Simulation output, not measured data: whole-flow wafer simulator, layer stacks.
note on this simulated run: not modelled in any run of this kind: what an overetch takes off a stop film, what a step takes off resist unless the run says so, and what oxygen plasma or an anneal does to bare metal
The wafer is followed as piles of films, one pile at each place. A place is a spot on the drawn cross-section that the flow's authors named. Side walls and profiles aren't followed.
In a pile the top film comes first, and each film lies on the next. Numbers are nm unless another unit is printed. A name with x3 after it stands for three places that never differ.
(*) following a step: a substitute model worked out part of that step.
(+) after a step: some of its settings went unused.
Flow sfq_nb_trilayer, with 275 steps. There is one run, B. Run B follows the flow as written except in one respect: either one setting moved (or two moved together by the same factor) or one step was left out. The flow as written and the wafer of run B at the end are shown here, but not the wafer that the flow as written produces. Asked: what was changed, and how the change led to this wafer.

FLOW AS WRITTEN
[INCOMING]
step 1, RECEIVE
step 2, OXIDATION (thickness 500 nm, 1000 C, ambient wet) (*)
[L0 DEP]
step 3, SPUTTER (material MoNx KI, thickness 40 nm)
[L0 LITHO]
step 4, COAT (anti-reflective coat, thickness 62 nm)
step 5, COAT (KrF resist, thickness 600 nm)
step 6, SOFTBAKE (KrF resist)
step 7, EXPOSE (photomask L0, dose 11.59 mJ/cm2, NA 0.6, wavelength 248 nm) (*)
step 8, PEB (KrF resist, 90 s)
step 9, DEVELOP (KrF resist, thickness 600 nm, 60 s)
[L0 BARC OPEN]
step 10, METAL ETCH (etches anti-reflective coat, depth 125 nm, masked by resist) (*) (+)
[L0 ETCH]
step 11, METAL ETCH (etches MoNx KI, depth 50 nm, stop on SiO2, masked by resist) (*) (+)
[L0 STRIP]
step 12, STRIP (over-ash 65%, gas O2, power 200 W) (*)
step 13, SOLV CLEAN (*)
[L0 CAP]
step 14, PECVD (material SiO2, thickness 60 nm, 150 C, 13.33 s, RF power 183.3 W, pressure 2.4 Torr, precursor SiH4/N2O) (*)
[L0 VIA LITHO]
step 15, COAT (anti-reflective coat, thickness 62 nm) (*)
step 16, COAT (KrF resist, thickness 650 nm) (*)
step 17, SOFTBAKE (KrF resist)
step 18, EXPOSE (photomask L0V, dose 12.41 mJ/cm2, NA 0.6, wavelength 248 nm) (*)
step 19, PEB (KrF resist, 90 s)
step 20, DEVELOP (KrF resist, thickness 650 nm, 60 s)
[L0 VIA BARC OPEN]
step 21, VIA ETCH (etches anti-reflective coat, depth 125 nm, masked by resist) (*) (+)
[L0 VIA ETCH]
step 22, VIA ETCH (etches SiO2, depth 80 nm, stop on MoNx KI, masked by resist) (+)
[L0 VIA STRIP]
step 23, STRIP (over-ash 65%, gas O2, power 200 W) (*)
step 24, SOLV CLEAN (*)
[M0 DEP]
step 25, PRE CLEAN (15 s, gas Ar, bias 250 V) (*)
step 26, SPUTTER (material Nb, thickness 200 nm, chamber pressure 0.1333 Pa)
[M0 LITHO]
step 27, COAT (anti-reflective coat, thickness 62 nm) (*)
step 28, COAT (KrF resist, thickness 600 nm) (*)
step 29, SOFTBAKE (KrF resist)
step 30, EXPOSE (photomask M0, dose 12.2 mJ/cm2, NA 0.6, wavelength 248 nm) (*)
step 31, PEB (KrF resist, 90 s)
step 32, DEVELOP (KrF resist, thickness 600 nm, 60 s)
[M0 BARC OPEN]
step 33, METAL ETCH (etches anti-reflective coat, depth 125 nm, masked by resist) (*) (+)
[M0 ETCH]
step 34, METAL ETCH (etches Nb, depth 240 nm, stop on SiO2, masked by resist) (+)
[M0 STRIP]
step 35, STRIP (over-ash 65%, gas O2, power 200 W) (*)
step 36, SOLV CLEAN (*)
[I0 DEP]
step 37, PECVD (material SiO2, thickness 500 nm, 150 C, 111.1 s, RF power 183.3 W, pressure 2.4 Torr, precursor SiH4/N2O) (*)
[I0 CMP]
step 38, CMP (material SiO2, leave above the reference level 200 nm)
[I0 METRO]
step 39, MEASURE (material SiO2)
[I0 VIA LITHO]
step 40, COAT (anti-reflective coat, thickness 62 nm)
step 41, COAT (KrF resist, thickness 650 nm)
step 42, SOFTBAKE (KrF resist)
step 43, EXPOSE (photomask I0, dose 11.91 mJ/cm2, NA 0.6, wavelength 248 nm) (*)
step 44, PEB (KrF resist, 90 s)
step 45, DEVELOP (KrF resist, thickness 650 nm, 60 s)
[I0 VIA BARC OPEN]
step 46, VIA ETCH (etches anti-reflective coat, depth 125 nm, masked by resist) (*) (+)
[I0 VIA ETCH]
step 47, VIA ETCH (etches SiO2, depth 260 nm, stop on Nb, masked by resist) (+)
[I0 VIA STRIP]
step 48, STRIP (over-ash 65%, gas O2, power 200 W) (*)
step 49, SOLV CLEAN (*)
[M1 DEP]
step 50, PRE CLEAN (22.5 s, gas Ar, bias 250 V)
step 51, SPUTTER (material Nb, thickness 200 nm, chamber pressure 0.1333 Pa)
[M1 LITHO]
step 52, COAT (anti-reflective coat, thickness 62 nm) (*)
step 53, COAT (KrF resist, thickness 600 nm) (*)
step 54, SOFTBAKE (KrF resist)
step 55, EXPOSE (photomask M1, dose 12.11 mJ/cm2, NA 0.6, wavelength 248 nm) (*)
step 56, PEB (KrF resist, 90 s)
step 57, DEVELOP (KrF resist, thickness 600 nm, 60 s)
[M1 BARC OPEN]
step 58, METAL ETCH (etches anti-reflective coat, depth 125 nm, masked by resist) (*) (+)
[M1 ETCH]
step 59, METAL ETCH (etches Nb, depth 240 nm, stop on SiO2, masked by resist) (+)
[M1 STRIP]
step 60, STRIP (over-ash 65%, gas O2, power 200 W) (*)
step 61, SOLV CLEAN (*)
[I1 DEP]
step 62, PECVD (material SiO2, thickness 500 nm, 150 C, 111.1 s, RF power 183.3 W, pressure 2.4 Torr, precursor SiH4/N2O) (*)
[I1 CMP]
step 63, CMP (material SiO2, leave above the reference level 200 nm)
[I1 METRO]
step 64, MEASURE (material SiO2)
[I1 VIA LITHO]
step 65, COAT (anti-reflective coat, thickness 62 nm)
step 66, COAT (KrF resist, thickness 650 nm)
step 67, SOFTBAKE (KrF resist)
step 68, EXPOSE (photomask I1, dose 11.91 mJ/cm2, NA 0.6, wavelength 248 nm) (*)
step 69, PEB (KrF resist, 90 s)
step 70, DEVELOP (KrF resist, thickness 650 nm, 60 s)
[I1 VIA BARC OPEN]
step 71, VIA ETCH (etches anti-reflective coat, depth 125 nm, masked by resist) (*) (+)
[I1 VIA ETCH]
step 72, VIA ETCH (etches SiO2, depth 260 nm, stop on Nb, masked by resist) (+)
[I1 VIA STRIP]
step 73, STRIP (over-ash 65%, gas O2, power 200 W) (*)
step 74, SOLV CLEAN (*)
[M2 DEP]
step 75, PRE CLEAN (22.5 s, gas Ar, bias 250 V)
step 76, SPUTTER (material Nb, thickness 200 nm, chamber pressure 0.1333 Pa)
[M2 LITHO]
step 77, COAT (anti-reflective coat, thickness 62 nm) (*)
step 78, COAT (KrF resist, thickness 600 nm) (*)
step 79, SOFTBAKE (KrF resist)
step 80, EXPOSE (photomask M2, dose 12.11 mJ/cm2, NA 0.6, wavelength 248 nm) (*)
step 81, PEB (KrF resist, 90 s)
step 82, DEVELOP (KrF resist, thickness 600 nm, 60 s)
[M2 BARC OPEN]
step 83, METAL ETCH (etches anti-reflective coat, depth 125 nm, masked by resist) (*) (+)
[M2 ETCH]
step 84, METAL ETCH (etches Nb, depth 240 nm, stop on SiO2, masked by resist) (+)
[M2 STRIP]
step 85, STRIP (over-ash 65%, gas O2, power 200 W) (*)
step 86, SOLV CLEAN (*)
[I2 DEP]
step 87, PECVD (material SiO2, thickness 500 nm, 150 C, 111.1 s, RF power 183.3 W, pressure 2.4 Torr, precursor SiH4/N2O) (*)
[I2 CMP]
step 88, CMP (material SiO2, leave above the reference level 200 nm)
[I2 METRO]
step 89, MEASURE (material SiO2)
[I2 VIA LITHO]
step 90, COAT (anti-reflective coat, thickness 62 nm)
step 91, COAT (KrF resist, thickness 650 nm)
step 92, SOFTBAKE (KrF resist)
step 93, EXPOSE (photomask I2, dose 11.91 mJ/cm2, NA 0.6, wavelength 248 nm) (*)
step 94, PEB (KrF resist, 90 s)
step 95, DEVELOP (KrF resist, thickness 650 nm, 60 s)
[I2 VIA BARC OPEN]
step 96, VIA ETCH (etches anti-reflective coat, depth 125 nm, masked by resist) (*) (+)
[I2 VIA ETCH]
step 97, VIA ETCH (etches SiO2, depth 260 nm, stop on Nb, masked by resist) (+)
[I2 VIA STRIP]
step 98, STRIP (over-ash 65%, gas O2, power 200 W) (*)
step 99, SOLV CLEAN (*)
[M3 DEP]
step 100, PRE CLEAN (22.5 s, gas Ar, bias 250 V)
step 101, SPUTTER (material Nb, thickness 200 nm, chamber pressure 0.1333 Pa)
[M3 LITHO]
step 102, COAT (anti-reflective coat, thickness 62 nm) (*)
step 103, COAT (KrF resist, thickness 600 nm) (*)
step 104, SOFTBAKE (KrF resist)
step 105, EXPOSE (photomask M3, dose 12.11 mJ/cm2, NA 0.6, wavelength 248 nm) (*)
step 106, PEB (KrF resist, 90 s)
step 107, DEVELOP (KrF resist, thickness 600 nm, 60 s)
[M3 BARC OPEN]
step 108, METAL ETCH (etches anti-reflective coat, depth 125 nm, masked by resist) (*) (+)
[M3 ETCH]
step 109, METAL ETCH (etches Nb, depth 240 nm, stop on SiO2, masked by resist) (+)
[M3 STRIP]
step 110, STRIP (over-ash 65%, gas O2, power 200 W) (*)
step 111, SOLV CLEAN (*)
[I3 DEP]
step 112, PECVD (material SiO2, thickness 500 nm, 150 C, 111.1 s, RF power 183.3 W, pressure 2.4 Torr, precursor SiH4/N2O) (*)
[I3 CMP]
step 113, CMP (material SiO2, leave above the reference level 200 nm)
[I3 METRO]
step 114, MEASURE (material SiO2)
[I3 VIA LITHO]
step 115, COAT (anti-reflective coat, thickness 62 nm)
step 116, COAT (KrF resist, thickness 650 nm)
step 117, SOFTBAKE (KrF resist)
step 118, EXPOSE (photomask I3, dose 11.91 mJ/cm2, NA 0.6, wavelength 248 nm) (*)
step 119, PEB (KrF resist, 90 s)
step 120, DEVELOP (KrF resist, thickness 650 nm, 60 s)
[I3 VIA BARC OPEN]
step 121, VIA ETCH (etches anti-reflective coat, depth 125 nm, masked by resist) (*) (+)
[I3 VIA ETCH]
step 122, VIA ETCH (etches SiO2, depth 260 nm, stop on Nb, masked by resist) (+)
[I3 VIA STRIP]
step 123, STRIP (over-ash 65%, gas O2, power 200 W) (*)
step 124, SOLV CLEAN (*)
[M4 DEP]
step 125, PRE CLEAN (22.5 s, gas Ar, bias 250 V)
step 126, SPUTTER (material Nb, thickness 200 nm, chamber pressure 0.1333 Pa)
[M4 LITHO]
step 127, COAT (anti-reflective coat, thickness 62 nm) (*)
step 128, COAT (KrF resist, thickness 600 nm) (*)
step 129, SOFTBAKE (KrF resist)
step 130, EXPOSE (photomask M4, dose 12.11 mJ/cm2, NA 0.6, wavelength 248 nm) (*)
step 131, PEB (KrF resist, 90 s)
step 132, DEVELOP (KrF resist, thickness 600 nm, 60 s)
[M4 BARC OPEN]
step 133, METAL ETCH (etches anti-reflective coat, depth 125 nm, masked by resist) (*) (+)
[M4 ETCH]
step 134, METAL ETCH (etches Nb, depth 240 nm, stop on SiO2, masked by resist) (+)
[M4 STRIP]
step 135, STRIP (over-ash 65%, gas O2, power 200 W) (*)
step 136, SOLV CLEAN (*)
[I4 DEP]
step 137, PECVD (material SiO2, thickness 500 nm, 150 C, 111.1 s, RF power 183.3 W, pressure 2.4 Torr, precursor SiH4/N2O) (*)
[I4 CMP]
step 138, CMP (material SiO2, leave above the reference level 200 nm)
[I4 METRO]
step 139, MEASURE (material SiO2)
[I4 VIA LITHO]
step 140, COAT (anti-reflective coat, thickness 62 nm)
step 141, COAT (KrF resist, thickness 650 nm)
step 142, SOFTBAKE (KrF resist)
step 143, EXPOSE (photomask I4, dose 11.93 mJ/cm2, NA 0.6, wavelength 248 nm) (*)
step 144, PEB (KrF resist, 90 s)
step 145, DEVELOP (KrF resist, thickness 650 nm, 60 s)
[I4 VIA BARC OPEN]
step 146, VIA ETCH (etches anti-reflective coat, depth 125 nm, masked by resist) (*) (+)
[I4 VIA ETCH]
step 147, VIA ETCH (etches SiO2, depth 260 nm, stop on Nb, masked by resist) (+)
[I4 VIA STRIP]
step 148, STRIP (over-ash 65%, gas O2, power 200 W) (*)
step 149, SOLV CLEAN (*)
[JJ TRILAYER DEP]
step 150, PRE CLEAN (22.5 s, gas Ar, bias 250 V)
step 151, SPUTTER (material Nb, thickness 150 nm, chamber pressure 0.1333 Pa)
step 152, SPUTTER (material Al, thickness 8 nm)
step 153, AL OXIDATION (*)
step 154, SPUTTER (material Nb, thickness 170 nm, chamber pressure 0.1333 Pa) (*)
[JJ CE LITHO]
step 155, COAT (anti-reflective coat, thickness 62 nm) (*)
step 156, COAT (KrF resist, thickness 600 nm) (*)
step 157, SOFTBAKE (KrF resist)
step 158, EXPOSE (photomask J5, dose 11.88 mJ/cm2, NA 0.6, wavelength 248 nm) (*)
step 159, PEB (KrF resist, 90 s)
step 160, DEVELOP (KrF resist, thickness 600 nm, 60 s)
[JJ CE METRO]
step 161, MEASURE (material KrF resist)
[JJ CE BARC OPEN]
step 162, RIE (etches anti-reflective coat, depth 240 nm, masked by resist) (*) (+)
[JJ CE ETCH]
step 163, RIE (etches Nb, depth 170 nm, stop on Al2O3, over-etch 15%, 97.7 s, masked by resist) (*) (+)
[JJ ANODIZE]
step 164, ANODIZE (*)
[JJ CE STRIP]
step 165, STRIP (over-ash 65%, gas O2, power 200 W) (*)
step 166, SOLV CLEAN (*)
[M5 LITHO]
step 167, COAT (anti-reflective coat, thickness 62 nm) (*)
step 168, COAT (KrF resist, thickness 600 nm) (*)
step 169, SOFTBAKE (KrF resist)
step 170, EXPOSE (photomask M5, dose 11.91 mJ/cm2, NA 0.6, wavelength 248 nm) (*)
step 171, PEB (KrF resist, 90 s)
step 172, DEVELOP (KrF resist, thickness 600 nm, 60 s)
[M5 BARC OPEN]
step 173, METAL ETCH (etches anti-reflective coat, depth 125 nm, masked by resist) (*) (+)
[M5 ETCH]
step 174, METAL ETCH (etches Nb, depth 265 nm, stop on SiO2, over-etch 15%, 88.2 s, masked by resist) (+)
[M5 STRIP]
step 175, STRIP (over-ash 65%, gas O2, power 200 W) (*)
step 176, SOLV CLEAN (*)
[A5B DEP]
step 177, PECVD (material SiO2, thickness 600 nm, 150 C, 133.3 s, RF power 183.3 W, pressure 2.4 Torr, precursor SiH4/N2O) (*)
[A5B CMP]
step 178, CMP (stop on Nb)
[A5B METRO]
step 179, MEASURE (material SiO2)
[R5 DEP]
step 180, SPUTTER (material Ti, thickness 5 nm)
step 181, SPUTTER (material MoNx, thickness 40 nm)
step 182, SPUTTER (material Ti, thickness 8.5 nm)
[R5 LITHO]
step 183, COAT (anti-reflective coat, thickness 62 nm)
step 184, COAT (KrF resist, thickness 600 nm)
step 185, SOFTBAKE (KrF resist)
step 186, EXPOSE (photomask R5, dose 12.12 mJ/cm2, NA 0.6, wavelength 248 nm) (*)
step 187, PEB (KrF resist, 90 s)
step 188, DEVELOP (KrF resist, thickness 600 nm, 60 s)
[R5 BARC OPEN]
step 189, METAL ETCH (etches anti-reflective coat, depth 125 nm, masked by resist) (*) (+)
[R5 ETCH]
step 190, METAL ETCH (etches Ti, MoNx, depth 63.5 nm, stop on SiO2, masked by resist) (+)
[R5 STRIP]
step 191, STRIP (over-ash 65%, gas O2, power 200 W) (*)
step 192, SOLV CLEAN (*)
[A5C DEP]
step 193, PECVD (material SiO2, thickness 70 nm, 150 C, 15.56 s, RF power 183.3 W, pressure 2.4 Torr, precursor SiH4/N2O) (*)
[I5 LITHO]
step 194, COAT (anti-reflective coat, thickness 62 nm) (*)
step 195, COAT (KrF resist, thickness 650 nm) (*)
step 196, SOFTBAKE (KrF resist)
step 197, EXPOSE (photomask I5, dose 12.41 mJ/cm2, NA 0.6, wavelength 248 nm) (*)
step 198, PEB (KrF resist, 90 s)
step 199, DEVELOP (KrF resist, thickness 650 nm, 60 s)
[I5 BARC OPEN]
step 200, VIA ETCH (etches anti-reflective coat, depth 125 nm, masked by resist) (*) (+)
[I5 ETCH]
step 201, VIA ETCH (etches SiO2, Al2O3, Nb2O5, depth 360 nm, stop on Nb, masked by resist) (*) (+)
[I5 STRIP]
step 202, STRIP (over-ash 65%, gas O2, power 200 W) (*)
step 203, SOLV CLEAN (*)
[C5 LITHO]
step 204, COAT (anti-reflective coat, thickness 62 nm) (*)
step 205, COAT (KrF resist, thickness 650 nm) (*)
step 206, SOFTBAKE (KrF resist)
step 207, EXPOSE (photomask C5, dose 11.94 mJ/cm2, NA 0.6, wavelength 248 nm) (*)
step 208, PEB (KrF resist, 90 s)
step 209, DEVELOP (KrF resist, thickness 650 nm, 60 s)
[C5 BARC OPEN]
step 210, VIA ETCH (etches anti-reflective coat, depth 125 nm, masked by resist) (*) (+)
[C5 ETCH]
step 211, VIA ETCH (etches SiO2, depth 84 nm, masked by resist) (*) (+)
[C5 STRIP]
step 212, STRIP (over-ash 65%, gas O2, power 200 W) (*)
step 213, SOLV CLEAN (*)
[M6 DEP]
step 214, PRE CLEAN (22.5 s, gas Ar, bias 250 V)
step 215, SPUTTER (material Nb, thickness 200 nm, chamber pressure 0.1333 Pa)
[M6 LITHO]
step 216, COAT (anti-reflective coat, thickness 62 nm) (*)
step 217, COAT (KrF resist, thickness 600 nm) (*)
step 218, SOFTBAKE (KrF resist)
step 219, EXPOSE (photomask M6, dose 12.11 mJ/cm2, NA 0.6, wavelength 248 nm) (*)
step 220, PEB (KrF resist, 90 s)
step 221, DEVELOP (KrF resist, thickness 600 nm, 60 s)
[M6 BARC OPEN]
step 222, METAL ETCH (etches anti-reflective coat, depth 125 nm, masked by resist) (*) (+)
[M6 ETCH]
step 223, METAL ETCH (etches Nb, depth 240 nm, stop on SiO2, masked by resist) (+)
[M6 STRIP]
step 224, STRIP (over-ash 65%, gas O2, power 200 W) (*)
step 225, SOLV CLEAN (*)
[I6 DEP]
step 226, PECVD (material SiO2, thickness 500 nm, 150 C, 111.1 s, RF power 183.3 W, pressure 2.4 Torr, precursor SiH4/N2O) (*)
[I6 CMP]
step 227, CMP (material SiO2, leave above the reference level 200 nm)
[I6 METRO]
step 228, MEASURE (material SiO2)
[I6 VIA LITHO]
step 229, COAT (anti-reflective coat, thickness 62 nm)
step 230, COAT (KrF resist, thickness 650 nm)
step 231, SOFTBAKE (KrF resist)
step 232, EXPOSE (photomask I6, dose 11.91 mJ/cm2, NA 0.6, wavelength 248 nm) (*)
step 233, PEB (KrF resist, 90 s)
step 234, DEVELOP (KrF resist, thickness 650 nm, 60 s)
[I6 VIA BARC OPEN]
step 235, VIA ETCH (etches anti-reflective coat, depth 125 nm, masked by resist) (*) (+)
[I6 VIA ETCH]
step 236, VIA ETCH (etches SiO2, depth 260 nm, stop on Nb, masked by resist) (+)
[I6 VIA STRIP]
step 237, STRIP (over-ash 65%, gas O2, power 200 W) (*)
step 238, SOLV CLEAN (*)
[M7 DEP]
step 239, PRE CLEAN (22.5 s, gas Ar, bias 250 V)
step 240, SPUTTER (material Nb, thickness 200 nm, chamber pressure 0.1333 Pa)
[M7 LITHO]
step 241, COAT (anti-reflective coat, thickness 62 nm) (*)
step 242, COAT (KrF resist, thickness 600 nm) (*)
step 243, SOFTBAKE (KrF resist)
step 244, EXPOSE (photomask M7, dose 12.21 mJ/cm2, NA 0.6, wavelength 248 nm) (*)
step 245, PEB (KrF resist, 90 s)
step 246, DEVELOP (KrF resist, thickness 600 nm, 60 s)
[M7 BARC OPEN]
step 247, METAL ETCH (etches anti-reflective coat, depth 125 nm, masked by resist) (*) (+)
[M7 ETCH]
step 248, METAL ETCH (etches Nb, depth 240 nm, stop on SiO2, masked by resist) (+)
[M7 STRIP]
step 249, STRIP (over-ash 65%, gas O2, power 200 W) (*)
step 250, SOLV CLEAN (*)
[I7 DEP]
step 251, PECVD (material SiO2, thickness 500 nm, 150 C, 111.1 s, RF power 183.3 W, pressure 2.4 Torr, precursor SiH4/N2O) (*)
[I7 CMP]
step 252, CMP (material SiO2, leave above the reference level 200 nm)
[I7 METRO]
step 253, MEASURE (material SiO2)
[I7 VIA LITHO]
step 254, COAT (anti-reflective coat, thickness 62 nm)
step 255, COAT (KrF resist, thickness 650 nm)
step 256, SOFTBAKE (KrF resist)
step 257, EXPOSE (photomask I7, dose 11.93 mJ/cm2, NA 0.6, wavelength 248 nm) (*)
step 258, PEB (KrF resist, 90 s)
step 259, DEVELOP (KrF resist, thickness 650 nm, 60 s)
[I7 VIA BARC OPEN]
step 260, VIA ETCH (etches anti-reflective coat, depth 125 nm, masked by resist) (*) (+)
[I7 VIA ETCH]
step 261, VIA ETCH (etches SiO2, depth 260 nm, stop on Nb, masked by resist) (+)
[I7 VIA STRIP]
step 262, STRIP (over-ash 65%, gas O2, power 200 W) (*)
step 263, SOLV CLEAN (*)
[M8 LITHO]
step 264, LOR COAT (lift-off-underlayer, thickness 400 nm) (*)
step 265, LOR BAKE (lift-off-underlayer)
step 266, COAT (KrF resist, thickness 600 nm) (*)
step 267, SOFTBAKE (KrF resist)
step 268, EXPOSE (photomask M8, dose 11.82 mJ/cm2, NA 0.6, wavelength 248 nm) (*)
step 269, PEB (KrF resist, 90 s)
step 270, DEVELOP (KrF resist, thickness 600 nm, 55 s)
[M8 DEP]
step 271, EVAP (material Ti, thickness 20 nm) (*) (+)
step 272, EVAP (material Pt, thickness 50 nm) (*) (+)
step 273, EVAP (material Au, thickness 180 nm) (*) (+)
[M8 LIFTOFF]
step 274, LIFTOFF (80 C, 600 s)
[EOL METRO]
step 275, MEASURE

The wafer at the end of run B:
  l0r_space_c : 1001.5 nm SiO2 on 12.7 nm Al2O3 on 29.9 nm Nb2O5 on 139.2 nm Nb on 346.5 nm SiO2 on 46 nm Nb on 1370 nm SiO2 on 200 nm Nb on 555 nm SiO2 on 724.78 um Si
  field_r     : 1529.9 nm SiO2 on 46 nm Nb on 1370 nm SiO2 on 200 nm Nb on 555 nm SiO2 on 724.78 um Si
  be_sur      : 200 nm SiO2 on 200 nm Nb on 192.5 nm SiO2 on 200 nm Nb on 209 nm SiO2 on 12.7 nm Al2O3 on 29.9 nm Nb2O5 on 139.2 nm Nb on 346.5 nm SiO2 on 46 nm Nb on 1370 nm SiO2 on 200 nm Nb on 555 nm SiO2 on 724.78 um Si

Cause: step 134, METAL ETCH: depth 154 nm was run, whereas the flow has depth 240 nm.

How this came from the change, step by step:
  step 134, METAL ETCH (etches Nb, depth 240 nm, stop on SiO2, masked by resist) (+)
      field_l, be, be_sur and 64 more: Nb loses 154 (it would be, as written: Nb loses 200 (all of it))
      v_sur, via_wl, via_w and 36 more: KrF resist loses 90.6 (it would be, as written: KrF resist loses 141.2)
  step 135, STRIP (over-ash 65%, gas O2, power 200 W) (*)
      p4_fl, p4_fm, p4_w1 and 26 more: KrF resist loses 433 (all of it), anti-reflective coat loses 62 (all of it) (it would be, as written: KrF resist loses 382.4 (all of it), anti-reflective coat loses 62 (all of it))
      ln_m5, lsp_m, ln_m6: KrF resist loses 432.5 (all of it), anti-reflective coat loses 61.8 (all of it) (it would be, as written: KrF resist loses 381.9 (all of it), anti-reflective coat loses 61.8 (all of it))
      (and at 7 other places as well)
  step 137, PECVD (material SiO2, thickness 500 nm, 150 C, 111.1 s, RF power 183.3 W, pressure 2.4 Torr, precursor SiH4/N2O) (*)
      field_l, be, be_sur and 55 more: SiO2 gains 500 (new film) (it would be, as written: SiO2 gains 500)
      p3_s0, p3_s1, p3_s2, p3_s3, p3_s4, p3_s5: SiO2 gains 511.1 (new film) (it would be, as written: SiO2 gains 557.1)
      (and at 3 other places as well)
  step 138, CMP (material SiO2, leave above the reference level 200 nm)
      field_l, be, be_sur and 55 more: SiO2 loses 146 (it would be, as written: SiO2 loses 100)
      lsp_r, l0_sur, l0v: SiO2 loses 139.8 (it would be, as written: SiO2 loses 91.9)
If metal films that touch count as one body, l0r_space_c has 3 bodies (between them, from the top down: SiO2 346.5; SiO2 1370); the flow as written gives 2 bodies (between them, from the top down: SiO2 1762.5).
If metal films that touch count as one body, field_r has 2 bodies (between them, from the top down: SiO2 1370); the flow as written gives 1 body.
If metal films that touch count as one body, be_sur has 5 bodies (between them, from the top down: SiO2 192.5; SiO2 209 / Al2O3 12.7 / Nb2O5 29.9; SiO2 346.5; SiO2 1370); the flow as written gives 4 bodies (between them, from the top down: SiO2 192.5; SiO2 209 / Al2O3 12.7 / Nb2O5 29.9; SiO2 1762.5).
